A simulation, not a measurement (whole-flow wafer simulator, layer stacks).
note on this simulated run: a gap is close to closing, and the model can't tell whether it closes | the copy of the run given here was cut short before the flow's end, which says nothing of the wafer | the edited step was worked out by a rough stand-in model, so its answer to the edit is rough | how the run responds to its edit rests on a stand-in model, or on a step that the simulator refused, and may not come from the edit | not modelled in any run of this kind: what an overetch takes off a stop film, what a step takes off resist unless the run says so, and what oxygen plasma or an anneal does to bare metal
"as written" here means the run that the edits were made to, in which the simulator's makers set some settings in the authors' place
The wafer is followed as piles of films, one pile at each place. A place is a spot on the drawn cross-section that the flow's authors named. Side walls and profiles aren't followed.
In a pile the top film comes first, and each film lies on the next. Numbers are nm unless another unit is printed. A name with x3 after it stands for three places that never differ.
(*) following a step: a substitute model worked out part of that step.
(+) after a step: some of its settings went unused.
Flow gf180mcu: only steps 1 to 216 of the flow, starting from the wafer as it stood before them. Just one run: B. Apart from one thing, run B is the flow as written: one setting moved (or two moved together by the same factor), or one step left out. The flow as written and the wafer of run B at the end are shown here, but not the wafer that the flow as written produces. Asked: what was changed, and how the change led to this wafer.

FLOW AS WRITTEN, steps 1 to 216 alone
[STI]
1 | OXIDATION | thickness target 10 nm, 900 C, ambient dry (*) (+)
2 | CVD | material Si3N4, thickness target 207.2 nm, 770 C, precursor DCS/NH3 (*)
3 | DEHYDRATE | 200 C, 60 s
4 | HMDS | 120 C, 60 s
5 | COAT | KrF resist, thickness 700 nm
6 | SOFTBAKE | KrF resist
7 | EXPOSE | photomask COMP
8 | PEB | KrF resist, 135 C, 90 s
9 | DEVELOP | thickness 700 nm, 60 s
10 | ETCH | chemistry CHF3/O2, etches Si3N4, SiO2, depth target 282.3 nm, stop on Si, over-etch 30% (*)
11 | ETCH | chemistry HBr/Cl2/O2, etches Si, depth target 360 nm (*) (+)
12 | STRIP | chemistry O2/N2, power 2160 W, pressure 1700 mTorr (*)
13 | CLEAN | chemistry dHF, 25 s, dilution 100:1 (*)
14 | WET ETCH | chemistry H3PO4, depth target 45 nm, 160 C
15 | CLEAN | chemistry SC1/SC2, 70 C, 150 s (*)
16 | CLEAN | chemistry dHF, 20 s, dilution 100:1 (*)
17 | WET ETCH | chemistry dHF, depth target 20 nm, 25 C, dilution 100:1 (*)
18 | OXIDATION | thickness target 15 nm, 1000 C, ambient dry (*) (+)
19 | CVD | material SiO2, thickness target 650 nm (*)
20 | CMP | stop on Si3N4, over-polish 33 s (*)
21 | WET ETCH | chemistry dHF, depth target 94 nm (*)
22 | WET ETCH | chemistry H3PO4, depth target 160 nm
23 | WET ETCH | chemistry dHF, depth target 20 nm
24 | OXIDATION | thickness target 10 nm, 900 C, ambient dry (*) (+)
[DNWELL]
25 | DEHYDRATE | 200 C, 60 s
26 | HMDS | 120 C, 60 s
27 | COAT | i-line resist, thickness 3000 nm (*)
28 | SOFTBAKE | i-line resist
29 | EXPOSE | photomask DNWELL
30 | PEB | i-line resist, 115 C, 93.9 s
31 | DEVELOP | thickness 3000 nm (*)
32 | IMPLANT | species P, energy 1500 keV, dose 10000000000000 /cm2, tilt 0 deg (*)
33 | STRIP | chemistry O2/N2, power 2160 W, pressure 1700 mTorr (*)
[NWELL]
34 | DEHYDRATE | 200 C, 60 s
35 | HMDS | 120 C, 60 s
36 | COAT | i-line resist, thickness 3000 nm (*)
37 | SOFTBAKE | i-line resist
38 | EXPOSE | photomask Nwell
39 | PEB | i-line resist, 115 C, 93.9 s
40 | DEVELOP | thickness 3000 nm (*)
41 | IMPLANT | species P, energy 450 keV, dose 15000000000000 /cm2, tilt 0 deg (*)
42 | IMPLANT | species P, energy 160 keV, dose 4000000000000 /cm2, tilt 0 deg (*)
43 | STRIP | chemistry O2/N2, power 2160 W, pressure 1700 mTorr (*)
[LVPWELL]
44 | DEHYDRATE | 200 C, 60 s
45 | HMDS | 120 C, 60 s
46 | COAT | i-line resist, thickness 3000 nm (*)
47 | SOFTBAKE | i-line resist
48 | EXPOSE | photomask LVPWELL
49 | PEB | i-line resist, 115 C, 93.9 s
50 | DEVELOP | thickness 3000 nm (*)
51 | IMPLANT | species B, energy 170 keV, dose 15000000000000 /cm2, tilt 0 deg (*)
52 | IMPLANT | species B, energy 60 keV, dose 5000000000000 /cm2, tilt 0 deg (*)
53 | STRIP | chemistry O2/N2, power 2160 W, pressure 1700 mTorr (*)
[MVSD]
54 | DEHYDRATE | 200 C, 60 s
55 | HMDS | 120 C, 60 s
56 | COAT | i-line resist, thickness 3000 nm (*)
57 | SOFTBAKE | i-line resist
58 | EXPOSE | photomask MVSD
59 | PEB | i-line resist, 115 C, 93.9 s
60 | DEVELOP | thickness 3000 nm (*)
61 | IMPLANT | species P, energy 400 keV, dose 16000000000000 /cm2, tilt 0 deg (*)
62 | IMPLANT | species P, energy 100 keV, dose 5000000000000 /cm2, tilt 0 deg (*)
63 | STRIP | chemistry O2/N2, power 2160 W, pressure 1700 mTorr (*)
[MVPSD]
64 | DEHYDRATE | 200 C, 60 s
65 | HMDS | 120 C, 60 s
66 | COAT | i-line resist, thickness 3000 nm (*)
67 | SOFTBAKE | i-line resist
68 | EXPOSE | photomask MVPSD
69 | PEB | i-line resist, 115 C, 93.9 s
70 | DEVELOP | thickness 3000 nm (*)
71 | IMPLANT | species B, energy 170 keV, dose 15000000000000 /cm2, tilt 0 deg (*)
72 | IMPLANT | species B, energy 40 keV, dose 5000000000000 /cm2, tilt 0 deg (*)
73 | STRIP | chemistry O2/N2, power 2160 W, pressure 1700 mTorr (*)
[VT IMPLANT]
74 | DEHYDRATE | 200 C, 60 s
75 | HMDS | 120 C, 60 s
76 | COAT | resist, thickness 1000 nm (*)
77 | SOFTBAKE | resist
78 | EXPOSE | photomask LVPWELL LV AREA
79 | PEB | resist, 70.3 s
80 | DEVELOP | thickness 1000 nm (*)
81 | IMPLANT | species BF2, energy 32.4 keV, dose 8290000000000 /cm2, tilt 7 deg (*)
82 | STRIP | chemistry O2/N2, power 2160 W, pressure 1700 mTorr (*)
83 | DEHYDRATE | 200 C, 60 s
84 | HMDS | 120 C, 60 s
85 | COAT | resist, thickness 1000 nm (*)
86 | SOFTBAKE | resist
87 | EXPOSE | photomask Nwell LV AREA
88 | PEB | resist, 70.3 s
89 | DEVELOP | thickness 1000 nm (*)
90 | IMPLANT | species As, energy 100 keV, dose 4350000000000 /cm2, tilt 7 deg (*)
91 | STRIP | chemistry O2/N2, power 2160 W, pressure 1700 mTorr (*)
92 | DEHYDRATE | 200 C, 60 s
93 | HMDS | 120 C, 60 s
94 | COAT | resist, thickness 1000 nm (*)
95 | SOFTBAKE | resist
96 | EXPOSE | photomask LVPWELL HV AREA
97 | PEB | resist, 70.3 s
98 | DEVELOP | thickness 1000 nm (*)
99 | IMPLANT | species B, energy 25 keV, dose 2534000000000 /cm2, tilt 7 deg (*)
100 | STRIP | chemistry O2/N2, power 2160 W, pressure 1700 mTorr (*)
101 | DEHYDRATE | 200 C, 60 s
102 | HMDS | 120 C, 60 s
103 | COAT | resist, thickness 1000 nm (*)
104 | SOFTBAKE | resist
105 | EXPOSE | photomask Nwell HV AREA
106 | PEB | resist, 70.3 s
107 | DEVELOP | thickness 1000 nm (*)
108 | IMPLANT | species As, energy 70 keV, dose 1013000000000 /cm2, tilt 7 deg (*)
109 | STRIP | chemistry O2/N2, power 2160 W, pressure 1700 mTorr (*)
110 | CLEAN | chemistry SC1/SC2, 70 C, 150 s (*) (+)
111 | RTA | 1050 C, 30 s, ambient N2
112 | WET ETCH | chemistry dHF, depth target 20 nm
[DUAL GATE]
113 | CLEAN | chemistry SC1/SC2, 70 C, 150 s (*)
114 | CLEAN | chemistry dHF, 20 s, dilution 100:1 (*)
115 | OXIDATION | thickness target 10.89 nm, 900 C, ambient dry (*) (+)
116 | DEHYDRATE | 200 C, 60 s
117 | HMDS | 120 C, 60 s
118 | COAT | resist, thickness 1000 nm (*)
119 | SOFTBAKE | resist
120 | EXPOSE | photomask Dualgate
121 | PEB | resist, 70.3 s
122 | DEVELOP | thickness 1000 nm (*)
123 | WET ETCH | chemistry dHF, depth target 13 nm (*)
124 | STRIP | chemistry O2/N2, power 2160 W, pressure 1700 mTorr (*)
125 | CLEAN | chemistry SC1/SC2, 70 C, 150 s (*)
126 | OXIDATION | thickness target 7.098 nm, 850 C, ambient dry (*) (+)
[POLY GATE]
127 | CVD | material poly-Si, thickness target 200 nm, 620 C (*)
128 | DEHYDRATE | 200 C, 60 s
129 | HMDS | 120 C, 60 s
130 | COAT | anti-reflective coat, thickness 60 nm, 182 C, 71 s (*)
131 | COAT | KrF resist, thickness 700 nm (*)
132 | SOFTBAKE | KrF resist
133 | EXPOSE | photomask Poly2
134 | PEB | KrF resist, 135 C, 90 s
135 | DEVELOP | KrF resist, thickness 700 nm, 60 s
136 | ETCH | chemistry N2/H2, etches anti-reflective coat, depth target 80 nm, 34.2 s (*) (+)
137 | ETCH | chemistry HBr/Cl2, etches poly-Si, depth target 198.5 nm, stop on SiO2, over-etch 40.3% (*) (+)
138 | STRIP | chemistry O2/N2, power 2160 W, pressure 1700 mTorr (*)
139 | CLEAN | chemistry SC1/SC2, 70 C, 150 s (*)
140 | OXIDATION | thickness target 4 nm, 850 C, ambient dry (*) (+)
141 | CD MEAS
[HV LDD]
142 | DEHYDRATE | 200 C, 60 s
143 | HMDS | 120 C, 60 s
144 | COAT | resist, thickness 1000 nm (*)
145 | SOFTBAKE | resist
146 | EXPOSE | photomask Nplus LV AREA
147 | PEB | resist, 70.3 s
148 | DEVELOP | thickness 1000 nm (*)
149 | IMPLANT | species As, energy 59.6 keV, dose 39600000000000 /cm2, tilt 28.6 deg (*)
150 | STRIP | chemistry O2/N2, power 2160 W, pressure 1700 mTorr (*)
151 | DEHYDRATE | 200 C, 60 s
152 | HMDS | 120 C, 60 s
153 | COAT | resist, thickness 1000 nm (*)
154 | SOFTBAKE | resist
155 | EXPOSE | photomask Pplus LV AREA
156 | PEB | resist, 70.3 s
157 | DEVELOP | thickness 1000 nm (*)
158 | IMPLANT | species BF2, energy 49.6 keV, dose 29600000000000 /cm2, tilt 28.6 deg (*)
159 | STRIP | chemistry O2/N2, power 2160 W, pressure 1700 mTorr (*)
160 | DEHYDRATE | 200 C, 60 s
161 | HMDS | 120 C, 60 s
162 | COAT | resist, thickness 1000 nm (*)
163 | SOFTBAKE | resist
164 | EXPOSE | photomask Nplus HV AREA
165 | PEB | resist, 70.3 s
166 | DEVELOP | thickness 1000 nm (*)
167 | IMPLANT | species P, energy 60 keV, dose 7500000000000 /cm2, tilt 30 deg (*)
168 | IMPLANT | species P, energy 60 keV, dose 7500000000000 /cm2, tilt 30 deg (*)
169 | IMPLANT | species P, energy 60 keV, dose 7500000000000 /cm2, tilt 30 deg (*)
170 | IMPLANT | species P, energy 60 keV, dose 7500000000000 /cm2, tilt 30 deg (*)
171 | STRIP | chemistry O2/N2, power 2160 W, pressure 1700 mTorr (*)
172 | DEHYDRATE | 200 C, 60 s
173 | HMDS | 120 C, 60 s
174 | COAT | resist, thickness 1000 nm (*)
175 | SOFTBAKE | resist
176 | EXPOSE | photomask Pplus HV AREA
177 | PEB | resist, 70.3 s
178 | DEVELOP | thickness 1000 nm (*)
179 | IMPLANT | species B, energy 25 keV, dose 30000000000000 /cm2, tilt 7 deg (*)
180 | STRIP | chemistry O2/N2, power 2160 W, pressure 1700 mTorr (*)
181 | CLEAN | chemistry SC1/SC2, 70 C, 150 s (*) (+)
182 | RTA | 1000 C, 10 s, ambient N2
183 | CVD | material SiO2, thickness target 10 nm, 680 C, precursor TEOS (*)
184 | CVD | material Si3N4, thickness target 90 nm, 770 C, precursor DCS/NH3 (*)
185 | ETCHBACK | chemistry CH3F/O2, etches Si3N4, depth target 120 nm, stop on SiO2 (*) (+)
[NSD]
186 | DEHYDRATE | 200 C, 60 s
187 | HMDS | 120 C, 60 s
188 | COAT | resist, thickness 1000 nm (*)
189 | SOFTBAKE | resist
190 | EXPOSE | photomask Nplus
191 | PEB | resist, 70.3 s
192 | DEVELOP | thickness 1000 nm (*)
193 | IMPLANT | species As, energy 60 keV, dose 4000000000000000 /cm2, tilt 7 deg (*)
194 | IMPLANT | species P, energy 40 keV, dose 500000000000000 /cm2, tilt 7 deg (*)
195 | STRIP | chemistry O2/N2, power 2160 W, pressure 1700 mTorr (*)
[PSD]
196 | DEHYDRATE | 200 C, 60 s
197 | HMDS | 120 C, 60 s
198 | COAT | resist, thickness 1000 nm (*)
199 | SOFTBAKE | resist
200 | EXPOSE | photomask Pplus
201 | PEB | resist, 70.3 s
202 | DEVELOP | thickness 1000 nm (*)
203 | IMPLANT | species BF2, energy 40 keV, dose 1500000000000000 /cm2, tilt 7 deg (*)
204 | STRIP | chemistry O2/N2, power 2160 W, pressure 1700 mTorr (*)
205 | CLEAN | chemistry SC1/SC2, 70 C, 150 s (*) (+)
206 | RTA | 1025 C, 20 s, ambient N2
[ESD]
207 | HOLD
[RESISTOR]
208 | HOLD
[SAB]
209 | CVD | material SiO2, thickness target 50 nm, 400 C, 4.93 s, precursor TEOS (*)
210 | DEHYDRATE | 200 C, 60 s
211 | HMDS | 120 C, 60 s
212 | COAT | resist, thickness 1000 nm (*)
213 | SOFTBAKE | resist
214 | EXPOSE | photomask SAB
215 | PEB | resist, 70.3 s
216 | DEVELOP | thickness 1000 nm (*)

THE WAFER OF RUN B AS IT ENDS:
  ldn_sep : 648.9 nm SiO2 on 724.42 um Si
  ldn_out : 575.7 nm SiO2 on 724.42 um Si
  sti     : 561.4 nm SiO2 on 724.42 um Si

The reason: step 11, ETCH: depth target 572 nm was run, whereas the flow has depth target 360 nm.

Step by step, how the change led to this:
  11 | ETCH | chemistry HBr/Cl2/O2, etches Si, depth target 360 nm (*) (+)
      active, n_well, p_well and 40 more: -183 KrF resist (in the flow as written it would be: -112.3 KrF resist)
      field, field_sub, sti and 34 more: -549 Si (in the flow as written it would be: -337 Si)
  12 | STRIP | chemistry O2/N2, power 2160 W, pressure 1700 mTorr (*)
      active, n_well, p_well and 40 more: -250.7 KrF resist (all of it) (in the flow as written it would be: -321.4 KrF resist (all of it))
  19 | CVD | material SiO2, thickness target 650 nm (*)
      m1, ld_fp_n, ld_drift_n and 8 more: +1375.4 SiO2 (in the flow as written it would be: +1163.4 SiO2)
  20 | CMP | stop on Si3N4, over-polish 33 s (*)
      sti, mim_1p0 x3, iso_nw_fld and 9 more: nothing (in the flow as written it would be: -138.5 SiO2)
      nw_enc_fld, nw_enc_fld_lv: nothing (in the flow as written it would be: -142.5 SiO2)
      (as well as at 10 more places)
  27 | COAT | i-line resist, thickness 3000 nm (*)
      p_well, spacer, sd_n: +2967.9 i-line resist (new film) (in the flow as written it would be: +3034 i-line resist (new film))
      ldp_gr: +2971.8 i-line resist (new film) (in the flow as written it would be: +3036.5 i-line resist (new film))
  28 | SOFTBAKE | i-line resist
      field: -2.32 i-line resist (in the flow as written it would be: +2.45 i-line resist)
      field_sub: -1.61 i-line resist (in the flow as written it would be: +1.87 i-line resist)
      (as well as at 67 more places)
  30 | PEB | i-line resist, 115 C, 93.9 s
      p_well, spacer, sd_n, iso_ptap_pw, iso_ntap_nw, vpnp_e: -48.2 i-line resist (in the flow as written it would be: -49.2 i-line resist)
      ldp_gr: -48.3 i-line resist (in the flow as written it would be: -49.3 i-line resist)
  33 | STRIP | chemistry O2/N2, power 2160 W, pressure 1700 mTorr (*)
      p_well, spacer, sd_n: -2919.7 i-line resist (all of it) (in the flow as written it would be: -2984.7 i-line resist (all of it))
      iso_ptap_pw, iso_ntap_nw, vpnp_e: -2920.9 i-line resist (all of it) (in the flow as written it would be: -2984.6 i-line resist (all of it))
  36 | COAT | i-line resist, thickness 3000 nm (*)
      p_well, spacer, sd_n: +2967.9 i-line resist (new film) (in the flow as written it would be: +3034 i-line resist (new film))
      ldp_gr: +2971.8 i-line resist (new film) (in the flow as written it would be: +3036.5 i-line resist (new film))
  37 | SOFTBAKE | i-line resist
      field: -2.32 i-line resist (in the flow as written it would be: +2.45 i-line resist)
      field_sub: -1.61 i-line resist (in the flow as written it would be: +1.87 i-line resist)
      (as well as at 67 more places)
  39 | PEB | i-line resist, 115 C, 93.9 s
      p_well, spacer, sd_n, iso_ptap_pw, iso_ntap_nw, vpnp_e: -48.2 i-line resist (in the flow as written it would be: -49.2 i-line resist)
      ldp_gr: -48.3 i-line resist (in the flow as written it would be: -49.3 i-line resist)
  40 | DEVELOP | thickness 3000 nm (*)
      iso_ntap_nw: -2920.9 i-line resist (all of it) (in the flow as written it would be: -2984.6 i-line resist (all of it))
      vpnp_e: -2921 i-line resist (all of it) (in the flow as written it would be: -2984.6 i-line resist (all of it))
  43 | STRIP | chemistry O2/N2, power 2160 W, pressure 1700 mTorr (*)
      p_well, spacer, sd_n: -2919.7 i-line resist (all of it) (in the flow as written it would be: -2984.7 i-line resist (all of it))
      iso_ptap_pw: -2920.9 i-line resist (all of it) (in the flow as written it would be: -2984.6 i-line resist (all of it))
  46 | COAT | i-line resist, thickness 3000 nm (*)
      p_well, spacer, sd_n: +2967.9 i-line resist (new film) (in the flow as written it would be: +3034 i-line resist (new film))
      ldp_gr: +2971.8 i-line resist (new film) (in the flow as written it would be: +3036.5 i-line resist (new film))
  47 | SOFTBAKE | i-line resist
      field: -2.32 i-line resist (in the flow as written it would be: +2.45 i-line resist)
      field_sub: -1.61 i-line resist (in the flow as written it would be: +1.87 i-line resist)
      (as well as at 67 more places)
  49 | PEB | i-line resist, 115 C, 93.9 s
      p_well, spacer, sd_n, iso_ptap_pw, iso_ntap_nw, vpnp_e: -48.2 i-line resist (in the flow as written it would be: -49.2 i-line resist)
      ldp_gr: -48.3 i-line resist (in the flow as written it would be: -49.3 i-line resist)
  ... another 75 steps ...
  216 | DEVELOP | thickness 1000 nm (*)
      p_well, sd_n: -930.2 resist (all of it) (in the flow as written it would be: -996.4 resist (all of it))
      field__w1: -1050.7 resist (all of it) (in the flow as written it would be: -1017.5 resist (all of it))
      (as well as at 67 more places)
